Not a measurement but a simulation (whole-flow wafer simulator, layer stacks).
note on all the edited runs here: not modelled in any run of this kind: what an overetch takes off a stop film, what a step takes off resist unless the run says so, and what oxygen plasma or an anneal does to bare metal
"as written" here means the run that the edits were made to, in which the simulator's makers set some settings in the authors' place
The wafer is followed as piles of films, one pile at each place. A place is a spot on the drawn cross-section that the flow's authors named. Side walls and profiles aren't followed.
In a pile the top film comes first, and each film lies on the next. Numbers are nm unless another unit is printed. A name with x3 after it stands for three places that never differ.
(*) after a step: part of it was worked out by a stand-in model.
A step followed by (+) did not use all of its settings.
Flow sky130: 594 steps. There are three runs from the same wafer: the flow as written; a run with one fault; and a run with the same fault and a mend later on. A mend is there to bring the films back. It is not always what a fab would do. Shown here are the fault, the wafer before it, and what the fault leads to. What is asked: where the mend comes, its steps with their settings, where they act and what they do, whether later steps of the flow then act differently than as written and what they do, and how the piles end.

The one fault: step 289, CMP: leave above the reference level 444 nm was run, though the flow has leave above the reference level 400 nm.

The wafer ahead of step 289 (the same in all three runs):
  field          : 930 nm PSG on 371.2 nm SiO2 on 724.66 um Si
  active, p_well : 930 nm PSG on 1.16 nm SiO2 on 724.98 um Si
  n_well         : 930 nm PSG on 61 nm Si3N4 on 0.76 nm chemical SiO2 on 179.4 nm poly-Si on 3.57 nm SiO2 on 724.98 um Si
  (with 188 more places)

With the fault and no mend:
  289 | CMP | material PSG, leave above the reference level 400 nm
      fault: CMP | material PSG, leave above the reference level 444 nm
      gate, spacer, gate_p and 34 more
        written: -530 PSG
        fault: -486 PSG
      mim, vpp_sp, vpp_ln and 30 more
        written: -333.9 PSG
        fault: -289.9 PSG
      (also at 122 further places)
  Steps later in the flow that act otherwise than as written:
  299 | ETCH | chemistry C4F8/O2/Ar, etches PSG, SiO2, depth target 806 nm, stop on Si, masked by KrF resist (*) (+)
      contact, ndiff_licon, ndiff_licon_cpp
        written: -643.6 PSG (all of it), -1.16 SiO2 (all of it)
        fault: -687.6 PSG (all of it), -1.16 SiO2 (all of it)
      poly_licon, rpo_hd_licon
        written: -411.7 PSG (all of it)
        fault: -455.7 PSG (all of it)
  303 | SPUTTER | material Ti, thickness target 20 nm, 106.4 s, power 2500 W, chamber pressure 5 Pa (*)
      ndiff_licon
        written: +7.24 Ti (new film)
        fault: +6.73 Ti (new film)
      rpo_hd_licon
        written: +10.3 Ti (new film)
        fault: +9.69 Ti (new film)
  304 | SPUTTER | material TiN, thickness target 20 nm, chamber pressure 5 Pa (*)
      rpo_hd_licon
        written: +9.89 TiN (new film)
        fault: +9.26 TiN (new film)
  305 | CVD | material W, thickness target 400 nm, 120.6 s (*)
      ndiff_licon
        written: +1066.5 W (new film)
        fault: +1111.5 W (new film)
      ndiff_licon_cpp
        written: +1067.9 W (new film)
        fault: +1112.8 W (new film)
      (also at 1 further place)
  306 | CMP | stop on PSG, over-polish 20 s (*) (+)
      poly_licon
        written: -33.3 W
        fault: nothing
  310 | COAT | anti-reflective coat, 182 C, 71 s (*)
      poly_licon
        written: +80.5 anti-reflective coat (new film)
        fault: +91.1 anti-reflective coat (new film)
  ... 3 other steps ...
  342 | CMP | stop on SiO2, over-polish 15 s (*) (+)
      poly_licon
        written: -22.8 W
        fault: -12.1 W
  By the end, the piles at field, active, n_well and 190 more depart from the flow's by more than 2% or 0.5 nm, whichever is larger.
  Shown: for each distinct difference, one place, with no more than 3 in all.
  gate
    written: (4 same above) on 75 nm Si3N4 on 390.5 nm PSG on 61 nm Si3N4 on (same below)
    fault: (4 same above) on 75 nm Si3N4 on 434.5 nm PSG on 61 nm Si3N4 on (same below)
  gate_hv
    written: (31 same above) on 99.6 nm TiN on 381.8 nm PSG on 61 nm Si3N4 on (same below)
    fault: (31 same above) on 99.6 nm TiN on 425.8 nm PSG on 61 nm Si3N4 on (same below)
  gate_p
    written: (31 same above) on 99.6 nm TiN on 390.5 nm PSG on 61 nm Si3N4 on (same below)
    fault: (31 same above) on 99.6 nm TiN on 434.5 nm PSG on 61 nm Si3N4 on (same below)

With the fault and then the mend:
  The mend follows step 289.
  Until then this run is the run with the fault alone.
  289a | CMP | material PSG, leave above the reference level 400 nm (a further turn of the flow's step 289)
      field, active, n_well and 189 more
        -44 PSG
  Every later step of the flow that is run acts as written at every place that is followed.
  By the end, the piles equal the flow's at every place that both follow.
